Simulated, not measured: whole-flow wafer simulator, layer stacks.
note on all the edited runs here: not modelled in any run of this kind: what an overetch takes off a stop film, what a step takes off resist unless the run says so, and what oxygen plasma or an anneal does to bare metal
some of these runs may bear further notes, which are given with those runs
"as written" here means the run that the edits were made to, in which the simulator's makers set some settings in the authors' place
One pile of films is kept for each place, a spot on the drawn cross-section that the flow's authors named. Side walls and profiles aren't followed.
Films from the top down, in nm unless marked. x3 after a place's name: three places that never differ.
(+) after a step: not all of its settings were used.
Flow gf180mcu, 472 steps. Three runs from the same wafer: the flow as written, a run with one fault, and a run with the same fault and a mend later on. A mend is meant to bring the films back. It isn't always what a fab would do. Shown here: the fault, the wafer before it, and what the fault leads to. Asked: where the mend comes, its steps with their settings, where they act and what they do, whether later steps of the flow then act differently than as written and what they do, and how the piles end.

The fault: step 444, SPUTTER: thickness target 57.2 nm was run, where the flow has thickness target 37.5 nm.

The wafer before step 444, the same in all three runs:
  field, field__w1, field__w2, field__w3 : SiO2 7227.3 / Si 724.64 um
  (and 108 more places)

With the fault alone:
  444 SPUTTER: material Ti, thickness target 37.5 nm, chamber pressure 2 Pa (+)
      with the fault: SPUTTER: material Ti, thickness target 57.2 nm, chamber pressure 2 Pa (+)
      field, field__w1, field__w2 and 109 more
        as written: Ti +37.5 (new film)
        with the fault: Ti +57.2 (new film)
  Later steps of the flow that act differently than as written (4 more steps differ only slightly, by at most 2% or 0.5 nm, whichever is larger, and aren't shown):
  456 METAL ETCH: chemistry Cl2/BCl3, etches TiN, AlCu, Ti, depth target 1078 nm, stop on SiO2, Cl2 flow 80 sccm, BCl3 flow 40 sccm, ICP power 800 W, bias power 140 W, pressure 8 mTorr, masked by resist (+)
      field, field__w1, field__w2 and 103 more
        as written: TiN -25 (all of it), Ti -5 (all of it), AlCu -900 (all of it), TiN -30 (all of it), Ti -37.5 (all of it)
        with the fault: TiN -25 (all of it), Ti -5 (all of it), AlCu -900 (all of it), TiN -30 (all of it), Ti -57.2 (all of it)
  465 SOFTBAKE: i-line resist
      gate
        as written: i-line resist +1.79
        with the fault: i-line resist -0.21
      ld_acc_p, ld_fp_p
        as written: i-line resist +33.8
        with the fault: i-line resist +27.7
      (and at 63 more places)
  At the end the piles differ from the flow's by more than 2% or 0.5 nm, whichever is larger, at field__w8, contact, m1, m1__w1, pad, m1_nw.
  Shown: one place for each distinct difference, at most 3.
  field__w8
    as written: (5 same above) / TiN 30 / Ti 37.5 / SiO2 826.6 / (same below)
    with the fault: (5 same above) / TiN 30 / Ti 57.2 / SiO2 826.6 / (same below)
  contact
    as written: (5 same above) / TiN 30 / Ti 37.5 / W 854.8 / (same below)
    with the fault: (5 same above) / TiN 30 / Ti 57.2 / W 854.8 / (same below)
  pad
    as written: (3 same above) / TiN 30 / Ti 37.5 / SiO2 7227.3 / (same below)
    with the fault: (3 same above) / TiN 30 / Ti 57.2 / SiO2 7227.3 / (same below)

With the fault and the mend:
  The mend comes after step 444.
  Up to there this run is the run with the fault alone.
  444a METAL ETCH: chemistry Cl2/BCl3, etches TiN, AlCu, Ti, depth target 19.7 nm, Cl2 flow 80 sccm, BCl3 flow 40 sccm, ICP power 800 W, bias power 140 W, pressure 8 mTorr (the flow's step 260 once more, with other settings)
      field, field__w1, field__w2 and 109 more
        Ti -19.7
  No later step of the flow acts differently than as written at any place that is followed.
  At the end the piles are the same as the flow's at every place that both follow.
